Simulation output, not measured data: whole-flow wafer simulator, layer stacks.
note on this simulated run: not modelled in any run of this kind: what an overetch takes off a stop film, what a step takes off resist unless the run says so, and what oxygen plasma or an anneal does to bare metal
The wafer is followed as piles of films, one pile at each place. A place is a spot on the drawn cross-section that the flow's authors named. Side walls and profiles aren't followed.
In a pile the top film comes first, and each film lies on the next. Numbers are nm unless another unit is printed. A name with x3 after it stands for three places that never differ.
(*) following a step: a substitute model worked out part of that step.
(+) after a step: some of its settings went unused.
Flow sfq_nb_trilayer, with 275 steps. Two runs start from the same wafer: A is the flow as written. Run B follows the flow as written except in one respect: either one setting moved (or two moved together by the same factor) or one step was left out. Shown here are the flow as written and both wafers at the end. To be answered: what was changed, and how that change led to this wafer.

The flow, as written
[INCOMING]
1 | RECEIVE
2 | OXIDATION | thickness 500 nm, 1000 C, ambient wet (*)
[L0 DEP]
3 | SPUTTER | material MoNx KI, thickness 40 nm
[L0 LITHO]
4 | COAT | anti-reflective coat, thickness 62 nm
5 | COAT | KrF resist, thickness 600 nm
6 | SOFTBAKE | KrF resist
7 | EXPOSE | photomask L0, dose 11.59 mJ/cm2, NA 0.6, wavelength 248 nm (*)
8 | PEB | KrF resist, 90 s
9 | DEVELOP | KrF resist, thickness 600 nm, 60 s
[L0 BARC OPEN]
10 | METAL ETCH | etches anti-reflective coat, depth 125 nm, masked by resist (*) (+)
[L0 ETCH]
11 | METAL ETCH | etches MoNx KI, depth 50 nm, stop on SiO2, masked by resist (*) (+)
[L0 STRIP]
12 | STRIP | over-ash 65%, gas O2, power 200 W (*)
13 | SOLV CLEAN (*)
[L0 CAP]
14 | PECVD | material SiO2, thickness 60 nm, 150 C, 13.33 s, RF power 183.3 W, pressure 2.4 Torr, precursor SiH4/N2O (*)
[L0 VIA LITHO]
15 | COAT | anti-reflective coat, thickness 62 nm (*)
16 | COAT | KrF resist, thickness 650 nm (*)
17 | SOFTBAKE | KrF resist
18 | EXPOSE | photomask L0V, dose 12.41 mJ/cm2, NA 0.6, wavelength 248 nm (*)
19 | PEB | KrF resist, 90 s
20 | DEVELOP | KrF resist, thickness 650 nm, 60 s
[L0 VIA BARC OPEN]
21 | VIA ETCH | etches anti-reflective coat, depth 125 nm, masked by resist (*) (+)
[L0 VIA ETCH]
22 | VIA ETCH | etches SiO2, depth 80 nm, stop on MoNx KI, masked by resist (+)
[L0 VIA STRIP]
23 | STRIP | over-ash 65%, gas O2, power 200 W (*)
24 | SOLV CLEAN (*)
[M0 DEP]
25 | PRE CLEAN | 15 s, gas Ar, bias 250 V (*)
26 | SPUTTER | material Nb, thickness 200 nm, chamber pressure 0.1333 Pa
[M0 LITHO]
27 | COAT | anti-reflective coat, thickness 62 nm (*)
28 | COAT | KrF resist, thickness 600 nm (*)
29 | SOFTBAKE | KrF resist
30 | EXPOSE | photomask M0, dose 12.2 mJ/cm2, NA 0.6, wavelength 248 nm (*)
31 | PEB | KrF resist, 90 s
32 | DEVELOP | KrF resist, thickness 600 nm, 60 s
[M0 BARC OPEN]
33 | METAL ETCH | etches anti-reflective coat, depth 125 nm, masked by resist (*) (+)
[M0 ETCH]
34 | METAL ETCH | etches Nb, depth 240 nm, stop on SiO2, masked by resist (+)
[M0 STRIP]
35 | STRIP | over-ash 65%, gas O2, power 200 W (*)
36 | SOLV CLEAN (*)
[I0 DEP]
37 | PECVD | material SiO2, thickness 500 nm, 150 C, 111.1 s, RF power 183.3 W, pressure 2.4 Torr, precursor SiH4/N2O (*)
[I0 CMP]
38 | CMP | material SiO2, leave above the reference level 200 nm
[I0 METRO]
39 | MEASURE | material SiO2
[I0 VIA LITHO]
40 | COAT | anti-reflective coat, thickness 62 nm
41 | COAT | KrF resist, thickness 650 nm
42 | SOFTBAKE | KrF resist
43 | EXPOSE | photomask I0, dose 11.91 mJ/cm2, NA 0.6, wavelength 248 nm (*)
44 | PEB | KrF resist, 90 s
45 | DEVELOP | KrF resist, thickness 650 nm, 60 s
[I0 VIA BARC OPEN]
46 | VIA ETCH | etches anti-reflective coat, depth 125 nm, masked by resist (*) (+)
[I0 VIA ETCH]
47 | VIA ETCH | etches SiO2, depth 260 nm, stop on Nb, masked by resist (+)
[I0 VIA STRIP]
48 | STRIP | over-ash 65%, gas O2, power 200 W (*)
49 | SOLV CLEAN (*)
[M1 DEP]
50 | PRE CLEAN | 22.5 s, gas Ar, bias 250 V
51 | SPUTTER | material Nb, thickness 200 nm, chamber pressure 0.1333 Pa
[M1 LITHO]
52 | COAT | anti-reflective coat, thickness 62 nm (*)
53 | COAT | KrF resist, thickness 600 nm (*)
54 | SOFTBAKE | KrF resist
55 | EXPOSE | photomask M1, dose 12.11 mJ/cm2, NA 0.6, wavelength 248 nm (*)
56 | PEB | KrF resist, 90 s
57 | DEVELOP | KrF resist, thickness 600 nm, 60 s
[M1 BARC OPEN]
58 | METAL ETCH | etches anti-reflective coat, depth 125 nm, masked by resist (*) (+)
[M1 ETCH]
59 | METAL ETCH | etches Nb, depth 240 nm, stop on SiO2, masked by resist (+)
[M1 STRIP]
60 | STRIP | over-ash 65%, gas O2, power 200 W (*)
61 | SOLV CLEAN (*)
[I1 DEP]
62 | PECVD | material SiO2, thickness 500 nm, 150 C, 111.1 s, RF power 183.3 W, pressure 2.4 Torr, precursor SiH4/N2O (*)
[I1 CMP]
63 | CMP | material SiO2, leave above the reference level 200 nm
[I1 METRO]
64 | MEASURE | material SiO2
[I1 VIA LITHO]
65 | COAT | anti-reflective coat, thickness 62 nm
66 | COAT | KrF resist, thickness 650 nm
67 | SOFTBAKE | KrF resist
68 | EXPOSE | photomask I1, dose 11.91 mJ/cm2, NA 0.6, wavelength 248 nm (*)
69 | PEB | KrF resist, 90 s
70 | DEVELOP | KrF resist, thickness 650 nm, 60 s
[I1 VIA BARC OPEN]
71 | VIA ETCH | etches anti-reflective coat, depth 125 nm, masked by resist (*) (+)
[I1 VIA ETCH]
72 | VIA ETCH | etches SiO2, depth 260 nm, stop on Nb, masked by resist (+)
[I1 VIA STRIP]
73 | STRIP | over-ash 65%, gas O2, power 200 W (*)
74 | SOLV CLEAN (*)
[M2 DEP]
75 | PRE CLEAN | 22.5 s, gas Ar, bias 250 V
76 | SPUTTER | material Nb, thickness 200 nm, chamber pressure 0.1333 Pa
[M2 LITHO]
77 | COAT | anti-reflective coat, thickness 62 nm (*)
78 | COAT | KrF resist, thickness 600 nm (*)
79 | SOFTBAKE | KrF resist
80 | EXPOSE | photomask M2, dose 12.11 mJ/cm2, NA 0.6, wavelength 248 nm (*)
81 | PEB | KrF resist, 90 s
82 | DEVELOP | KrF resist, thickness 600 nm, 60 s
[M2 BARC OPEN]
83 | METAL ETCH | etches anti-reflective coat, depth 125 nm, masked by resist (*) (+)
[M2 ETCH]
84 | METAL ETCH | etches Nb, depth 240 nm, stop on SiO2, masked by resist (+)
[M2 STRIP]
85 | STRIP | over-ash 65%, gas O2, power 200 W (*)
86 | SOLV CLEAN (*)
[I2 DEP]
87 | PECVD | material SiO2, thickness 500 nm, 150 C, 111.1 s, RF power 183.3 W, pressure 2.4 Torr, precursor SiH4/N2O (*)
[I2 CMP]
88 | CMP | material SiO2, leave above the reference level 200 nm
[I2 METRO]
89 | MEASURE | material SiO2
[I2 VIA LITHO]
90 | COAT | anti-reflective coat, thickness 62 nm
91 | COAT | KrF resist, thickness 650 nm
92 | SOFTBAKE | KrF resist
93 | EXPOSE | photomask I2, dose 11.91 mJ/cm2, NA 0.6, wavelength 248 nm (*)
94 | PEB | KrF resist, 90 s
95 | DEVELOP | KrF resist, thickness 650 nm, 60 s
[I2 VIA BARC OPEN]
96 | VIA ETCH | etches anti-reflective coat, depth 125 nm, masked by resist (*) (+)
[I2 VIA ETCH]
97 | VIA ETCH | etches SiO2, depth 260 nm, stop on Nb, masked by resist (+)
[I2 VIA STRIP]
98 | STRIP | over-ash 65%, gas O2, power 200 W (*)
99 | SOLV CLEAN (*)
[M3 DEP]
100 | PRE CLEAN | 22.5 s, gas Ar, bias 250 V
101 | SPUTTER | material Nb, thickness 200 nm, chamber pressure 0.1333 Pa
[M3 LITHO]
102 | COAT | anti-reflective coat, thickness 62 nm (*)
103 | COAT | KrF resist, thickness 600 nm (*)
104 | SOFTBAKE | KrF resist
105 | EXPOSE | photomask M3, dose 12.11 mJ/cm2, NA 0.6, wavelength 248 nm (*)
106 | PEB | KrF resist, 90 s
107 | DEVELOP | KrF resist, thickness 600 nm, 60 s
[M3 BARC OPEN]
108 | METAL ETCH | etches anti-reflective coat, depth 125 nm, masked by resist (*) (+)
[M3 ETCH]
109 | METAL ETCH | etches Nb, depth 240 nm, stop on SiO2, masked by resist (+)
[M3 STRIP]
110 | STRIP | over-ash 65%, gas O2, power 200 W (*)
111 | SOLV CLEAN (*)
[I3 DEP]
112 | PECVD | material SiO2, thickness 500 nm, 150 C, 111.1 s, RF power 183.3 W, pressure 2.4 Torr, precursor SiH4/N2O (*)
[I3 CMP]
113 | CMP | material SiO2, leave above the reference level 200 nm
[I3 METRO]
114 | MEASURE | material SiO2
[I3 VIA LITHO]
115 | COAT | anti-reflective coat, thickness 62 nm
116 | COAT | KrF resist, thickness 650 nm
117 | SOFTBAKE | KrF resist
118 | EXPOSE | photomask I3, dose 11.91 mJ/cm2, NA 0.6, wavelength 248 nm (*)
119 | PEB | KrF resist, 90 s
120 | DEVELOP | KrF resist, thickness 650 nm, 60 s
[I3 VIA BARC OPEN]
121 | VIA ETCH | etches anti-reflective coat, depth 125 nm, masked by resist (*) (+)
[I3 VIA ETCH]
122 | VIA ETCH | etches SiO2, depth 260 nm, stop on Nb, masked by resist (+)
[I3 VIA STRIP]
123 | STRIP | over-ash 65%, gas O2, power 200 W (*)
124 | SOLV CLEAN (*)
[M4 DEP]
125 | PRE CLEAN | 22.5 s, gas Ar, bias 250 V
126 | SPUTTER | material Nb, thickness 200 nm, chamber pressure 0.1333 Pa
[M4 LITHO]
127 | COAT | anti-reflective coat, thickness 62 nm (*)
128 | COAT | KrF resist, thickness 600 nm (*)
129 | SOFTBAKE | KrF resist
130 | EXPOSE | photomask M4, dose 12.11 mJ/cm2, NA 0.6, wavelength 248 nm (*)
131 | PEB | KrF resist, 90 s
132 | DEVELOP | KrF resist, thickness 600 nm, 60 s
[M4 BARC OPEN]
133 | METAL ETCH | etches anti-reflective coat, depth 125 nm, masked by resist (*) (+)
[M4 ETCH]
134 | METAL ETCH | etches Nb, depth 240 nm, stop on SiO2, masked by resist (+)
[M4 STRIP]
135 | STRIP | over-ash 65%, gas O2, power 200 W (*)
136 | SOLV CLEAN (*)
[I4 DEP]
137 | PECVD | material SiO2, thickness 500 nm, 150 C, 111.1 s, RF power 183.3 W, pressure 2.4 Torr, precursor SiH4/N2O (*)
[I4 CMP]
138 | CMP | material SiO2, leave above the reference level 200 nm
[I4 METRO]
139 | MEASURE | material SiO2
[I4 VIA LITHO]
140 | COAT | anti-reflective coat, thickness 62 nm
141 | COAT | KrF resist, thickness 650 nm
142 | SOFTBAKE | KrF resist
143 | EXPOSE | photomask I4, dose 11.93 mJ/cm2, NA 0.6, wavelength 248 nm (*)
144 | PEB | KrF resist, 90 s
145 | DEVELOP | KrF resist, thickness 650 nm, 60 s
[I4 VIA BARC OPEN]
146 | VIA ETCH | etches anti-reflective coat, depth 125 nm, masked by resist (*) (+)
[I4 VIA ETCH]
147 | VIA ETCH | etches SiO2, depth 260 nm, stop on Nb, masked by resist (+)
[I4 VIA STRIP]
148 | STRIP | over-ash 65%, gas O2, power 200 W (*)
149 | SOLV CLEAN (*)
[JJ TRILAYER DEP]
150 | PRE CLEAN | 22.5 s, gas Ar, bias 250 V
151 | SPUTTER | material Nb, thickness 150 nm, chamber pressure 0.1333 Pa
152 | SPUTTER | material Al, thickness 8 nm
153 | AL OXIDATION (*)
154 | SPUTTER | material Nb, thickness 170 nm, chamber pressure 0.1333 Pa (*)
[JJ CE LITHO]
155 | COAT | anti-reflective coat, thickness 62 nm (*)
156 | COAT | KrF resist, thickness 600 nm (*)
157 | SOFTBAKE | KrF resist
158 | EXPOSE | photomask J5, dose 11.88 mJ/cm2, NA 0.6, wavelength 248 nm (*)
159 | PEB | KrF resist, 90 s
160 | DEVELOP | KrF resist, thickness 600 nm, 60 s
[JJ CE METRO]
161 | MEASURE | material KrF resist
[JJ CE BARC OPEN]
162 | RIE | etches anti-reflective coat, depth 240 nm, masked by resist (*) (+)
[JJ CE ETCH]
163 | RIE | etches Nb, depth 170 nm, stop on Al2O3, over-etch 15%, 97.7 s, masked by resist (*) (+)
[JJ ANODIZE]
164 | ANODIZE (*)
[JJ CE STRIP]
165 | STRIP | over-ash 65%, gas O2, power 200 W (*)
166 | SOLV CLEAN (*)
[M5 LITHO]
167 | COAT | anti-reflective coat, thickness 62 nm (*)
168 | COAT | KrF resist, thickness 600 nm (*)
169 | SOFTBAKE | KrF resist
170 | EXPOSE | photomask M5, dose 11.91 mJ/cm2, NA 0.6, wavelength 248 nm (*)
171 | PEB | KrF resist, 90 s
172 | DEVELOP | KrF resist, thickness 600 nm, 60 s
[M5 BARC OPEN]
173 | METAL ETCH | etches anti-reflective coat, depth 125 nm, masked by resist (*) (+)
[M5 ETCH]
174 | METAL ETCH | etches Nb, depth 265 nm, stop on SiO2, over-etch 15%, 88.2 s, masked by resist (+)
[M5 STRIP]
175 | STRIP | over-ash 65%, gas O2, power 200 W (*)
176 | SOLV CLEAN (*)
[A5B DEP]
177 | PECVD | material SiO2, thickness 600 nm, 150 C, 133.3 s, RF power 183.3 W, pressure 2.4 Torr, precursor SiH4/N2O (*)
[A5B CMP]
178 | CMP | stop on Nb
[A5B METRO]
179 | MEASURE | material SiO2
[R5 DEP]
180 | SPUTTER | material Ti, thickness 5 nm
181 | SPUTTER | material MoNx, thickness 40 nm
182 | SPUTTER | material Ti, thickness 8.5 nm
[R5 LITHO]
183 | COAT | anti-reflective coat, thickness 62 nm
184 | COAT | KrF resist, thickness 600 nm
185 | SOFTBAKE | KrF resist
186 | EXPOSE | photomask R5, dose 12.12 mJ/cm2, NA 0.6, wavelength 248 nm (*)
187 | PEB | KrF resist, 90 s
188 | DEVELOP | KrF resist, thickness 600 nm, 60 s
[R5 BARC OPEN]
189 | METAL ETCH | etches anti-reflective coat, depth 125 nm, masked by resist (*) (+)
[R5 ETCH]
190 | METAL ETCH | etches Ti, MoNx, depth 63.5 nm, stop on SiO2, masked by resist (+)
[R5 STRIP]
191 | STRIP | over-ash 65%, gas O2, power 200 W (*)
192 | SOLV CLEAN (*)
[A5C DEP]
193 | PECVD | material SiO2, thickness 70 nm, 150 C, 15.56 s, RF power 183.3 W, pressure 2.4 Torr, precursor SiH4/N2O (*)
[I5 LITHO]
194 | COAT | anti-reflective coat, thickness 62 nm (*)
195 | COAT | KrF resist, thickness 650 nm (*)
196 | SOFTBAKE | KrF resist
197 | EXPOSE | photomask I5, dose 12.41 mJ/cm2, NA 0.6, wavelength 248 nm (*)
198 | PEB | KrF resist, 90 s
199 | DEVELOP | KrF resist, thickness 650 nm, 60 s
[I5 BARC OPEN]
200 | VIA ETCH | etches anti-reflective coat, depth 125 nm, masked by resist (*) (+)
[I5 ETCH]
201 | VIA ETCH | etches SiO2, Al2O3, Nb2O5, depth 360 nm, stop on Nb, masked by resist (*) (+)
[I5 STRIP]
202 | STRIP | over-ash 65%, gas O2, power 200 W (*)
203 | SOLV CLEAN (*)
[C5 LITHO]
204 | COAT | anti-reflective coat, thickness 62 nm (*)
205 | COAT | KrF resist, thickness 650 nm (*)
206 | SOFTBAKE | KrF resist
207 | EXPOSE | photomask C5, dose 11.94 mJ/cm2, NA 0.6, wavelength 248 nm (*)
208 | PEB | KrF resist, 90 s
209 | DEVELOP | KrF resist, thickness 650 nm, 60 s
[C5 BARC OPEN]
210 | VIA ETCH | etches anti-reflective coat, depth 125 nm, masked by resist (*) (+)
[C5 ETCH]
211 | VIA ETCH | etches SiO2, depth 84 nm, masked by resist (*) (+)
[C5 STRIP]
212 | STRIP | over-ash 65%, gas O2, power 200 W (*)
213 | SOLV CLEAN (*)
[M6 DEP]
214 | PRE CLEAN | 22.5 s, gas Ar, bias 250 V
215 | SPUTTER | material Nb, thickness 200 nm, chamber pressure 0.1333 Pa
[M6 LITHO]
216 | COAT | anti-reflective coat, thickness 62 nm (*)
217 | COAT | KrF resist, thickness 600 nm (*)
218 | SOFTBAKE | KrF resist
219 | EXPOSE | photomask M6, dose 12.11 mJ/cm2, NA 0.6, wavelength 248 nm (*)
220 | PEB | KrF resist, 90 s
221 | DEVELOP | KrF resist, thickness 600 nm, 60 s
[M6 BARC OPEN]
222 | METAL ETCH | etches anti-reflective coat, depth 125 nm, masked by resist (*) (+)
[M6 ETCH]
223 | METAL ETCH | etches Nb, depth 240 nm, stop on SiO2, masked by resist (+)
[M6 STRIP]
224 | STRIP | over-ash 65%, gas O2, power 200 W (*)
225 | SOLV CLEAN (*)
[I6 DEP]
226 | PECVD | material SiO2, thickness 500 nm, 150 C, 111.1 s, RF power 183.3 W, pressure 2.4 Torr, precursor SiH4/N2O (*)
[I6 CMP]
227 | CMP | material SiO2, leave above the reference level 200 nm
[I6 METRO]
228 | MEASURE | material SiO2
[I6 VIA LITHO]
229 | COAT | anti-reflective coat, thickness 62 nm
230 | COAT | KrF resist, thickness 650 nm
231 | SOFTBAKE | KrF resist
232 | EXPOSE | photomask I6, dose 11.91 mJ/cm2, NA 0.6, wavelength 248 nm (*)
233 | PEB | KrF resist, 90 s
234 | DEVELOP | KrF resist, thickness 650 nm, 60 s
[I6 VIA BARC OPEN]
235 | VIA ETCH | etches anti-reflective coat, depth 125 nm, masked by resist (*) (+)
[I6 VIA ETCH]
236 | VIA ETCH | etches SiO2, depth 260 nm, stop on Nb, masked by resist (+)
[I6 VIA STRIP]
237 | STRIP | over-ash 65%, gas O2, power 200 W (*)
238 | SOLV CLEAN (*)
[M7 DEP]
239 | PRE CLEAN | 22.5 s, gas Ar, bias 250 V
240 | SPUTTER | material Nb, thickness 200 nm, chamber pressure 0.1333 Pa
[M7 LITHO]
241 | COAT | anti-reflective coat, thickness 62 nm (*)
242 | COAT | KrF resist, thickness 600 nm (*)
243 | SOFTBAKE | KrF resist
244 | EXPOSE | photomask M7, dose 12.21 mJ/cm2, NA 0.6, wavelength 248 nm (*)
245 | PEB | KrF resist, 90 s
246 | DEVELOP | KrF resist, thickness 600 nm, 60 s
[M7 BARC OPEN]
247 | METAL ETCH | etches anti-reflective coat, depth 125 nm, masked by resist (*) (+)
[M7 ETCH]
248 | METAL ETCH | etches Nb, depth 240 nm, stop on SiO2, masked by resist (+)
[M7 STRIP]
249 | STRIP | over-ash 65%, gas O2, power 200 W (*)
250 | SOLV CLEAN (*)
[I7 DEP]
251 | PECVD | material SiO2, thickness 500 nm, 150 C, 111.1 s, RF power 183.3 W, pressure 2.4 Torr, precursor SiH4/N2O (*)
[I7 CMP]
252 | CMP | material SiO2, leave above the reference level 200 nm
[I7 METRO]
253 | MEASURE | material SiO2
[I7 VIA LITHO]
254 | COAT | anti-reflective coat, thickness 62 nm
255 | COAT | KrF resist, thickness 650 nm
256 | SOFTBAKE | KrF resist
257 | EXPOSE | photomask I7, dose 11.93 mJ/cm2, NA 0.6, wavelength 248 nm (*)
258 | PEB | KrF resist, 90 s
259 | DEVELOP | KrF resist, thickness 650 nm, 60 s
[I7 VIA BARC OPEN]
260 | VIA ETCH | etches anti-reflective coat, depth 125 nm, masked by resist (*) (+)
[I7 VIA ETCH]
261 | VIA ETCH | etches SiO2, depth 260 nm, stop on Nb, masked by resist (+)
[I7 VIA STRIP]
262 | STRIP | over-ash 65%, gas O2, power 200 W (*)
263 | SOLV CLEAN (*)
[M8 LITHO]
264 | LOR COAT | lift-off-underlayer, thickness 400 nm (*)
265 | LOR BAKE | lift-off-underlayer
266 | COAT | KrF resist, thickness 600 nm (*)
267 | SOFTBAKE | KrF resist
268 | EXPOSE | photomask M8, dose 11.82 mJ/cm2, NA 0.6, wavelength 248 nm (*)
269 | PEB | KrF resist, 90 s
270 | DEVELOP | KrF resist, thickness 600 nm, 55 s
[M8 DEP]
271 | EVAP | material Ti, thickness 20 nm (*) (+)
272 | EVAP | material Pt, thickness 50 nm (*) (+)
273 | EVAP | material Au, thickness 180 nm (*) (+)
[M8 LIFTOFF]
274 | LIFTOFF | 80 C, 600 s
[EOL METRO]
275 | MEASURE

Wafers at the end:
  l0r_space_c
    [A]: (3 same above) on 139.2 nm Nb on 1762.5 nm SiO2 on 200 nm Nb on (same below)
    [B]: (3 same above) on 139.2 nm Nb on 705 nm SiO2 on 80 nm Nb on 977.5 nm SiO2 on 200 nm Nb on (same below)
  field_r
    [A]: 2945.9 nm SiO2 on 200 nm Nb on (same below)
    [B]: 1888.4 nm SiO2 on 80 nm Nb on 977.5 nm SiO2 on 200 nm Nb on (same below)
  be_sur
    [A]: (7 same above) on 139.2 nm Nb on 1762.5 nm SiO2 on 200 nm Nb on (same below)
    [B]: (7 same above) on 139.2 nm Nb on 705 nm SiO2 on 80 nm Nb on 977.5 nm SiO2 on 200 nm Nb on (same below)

What caused this: step 109, METAL ETCH: depth 120 nm was run, while the flow as written has depth 240 nm.

Step by step, how the change led to this:
  109 | METAL ETCH | etches Nb, depth 240 nm, stop on SiO2, masked by resist (+)
      field_l, be, be_sur and 72 more: A -200 Nb (all of it) | B -120 Nb
      v_sur, via_wl, via_w and 28 more: A -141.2 KrF resist | B -70.6 KrF resist
  110 | STRIP | over-ash 65%, gas O2, power 200 W (*)
      p4_w1 x9, wl_j_sl, wl_jj and 13 more: A -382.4 KrF resist (all of it), -62 anti-reflective coat (all of it) | B -453 KrF resist (all of it), -62 anti-reflective coat (all of it)
      via_wl, via_wr: A -384.2 KrF resist (all of it), -34.2 anti-reflective coat (all of it) | B -454.8 KrF resist (all of it), -34.2 anti-reflective coat (all of it)
      (also at 5 further places)
  112 | PECVD | material SiO2, thickness 500 nm, 150 C, 111.1 s, RF power 183.3 W, pressure 2.4 Torr, precursor SiH4/N2O (*)
      field_l, be, be_sur and 64 more: A +500 SiO2 | B +500 SiO2 (new film)
      p4_g1 x2, p3_s0 x6: A +557.1 SiO2 | B +500 SiO2 (new film)
  113 | CMP | material SiO2, leave above the reference level 200 nm
      field_l, be, be_sur and 64 more: A -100 SiO2 | B -180 SiO2
      p4_g1 x2, p3_s0 x6: A -157.1 SiO2 | B -180 SiO2
Taking metal films that touch as one body, l0r_space_c has 3 bodies (between them, from the top down: SiO2 705; SiO2 977.5); the flow as written gives 2 bodies (between them, from the top down: SiO2 1762.5).
Taking metal films that touch as one body, field_r has 2 bodies (between them, from the top down: SiO2 977.5); the flow as written gives 1 body.
Taking metal films that touch as one body, be_sur has 5 bodies (between them, from the top down: SiO2 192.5; SiO2 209 / Al2O3 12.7 / Nb2O5 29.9; SiO2 705; SiO2 977.5); the flow as written gives 4 bodies (between them, from the top down: SiO2 192.5; SiO2 209 / Al2O3 12.7 / Nb2O5 29.9; SiO2 1762.5).
